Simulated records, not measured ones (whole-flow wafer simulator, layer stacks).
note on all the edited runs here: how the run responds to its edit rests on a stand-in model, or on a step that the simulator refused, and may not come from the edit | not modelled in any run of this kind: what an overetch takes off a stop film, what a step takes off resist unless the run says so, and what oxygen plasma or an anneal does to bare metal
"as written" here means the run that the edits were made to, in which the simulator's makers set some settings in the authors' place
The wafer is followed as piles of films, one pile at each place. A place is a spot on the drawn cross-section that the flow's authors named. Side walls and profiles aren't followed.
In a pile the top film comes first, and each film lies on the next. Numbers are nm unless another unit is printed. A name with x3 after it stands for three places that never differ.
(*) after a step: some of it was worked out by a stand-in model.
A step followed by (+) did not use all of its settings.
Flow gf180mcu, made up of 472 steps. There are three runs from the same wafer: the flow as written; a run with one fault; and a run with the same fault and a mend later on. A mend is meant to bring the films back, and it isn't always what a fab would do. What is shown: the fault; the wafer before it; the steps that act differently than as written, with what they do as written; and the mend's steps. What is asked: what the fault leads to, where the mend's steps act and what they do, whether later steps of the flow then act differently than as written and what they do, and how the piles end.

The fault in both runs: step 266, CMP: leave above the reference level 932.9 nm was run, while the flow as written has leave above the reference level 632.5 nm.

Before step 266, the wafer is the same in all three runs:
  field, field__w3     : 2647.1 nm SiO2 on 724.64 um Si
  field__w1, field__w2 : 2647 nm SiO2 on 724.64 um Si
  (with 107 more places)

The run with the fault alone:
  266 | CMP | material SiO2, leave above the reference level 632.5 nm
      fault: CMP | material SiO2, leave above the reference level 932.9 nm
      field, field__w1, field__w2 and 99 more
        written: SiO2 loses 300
        fault: nothing
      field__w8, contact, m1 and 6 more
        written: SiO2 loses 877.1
        fault: SiO2 loses 576.7
  Later steps of the flow acting differently than as written (6 other steps are not shown; they differ only slightly, by no more than 2% or 0.5 nm, whichever is larger):
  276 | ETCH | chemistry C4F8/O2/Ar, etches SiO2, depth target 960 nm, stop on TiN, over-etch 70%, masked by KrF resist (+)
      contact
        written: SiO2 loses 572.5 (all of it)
        fault: SiO2 loses 872.9 (all of it)
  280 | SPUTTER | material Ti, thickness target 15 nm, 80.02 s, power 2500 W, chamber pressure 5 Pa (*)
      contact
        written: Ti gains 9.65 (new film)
        fault: Ti gains 8.11 (new film)
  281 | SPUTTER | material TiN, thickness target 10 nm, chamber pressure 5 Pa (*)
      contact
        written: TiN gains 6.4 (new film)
        fault: TiN gains 5.38 (new film)
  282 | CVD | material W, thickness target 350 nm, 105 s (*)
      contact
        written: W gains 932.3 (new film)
        fault: W gains 1234.8 (new film)
  At field, field__w1, field__w2 and 109 more, the piles at the end differ from the flow's by more than 2% or 0.5 nm, whichever is larger.
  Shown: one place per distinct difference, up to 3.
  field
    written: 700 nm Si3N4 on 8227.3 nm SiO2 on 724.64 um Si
    fault: 700 nm Si3N4 on 8527.3 nm SiO2 on 724.64 um Si
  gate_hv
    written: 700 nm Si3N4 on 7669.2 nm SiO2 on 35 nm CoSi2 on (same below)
    fault: 700 nm Si3N4 on 7969.2 nm SiO2 on 35 nm CoSi2 on (same below)
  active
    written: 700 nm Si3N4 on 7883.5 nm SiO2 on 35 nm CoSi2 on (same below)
    fault: 700 nm Si3N4 on 8183.5 nm SiO2 on 35 nm CoSi2 on (same below)

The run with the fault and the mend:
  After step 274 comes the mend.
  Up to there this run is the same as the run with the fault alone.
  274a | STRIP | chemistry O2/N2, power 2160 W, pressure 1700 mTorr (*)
      field__w1, field__w2, field__w3 and 95 more
        KrF resist loses 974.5 (all of it), anti-reflective coat loses 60 (all of it)
      polyc_p, polyc_p_rim, m1_nw
        KrF resist loses 974.4 (all of it), anti-reflective coat loses 59.8 (all of it)
      field__w8, polyc_n_rim
        KrF resist loses 974.5 (all of it), anti-reflective coat loses 59.7 (all of it)
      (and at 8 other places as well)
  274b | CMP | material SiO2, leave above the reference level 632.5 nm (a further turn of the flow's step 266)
      field, field__w1, field__w2 and 99 more
        SiO2 loses 300
      field__w8, contact, m1 and 6 more
        SiO2 loses 300.4
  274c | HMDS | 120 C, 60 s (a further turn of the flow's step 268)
      does not change any film at any place that is followed
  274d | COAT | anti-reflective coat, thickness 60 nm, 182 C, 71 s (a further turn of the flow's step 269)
      field, field__w1, field__w2 and 108 more
        anti-reflective coat gains 60 (new film)
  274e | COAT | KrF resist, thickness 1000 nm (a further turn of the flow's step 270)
      field, field__w1, field__w2 and 108 more
        KrF resist gains 1000 (new film)
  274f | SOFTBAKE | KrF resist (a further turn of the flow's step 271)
      does not change any film at any place that is followed
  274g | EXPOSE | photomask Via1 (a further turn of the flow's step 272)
      does not change any film at any place that is followed
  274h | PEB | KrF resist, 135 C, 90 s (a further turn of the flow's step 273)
      field, field__w1, field__w2 and 108 more
        KrF resist loses 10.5
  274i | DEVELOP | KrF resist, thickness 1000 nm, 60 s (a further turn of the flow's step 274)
      field, field__w1, field__w2 and 107 more
        KrF resist loses 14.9
      contact
        KrF resist loses 989.5 (all of it)
  Every later step of the flow that is run acts as written at every place that is followed.
  The piles end the same as the flow's at every place that both follow.
